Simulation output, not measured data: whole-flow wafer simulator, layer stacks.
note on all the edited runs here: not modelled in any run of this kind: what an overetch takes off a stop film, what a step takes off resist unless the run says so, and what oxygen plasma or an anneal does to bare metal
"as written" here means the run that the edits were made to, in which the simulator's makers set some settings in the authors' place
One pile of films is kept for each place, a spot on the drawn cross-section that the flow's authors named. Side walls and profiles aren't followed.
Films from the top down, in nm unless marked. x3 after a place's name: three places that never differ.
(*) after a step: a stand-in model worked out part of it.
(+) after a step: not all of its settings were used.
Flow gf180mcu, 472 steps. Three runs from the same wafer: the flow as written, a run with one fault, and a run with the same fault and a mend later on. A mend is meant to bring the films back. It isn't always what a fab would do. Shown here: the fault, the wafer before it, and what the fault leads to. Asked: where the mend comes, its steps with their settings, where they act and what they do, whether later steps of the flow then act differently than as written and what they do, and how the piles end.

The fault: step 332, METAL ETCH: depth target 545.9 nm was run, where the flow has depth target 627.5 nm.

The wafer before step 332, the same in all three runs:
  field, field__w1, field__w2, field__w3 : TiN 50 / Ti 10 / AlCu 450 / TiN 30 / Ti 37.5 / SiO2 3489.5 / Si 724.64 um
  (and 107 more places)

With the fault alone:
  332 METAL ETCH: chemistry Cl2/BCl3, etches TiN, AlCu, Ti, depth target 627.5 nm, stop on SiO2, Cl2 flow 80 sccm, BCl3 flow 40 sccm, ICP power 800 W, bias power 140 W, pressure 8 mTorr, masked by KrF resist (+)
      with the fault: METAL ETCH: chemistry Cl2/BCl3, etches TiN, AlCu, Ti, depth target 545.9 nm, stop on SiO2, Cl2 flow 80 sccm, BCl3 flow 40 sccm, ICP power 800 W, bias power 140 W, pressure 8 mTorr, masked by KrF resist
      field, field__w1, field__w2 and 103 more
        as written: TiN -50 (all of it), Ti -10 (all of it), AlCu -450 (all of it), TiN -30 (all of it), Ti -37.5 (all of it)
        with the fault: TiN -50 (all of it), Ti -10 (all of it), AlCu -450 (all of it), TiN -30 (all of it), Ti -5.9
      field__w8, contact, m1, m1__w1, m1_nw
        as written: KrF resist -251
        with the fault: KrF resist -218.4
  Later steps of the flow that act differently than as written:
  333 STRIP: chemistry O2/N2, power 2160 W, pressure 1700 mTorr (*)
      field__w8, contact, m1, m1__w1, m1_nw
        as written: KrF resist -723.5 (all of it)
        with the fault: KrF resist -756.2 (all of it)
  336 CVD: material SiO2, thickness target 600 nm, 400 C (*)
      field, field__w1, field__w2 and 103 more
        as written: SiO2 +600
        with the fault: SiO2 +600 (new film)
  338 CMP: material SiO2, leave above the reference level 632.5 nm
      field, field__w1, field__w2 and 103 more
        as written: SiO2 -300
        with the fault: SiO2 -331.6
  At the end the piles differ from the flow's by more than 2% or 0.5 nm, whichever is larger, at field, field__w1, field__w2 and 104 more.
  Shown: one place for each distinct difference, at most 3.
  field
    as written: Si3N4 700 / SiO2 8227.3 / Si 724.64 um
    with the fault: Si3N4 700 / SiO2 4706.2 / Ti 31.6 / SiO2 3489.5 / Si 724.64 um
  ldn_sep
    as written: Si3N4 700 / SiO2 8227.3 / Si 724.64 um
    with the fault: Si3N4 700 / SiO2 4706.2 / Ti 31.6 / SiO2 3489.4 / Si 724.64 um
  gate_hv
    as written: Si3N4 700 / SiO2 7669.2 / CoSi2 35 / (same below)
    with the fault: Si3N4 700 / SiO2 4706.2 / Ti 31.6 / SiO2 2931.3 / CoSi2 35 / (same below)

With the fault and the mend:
  The mend comes after step 332.
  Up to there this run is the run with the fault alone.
  332a METAL ETCH: chemistry Cl2/BCl3, etches TiN, AlCu, Ti, depth target 81.6 nm, stop on SiO2, Cl2 flow 80 sccm, BCl3 flow 40 sccm, ICP power 800 W, bias power 140 W, pressure 8 mTorr, masked by KrF resist (+) (the flow's step 332 once more, with other settings)
      field, field__w1, field__w2 and 103 more
        Ti -31.6 (all of it)
      field__w8, contact, m1, m1__w1, m1_nw
        KrF resist -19
  No later step of the flow acts differently than as written, at any place that is followed, by more than 2% or 0.5 nm, whichever is larger.
  At the end the piles are the same as the flow's at every place that both follow.
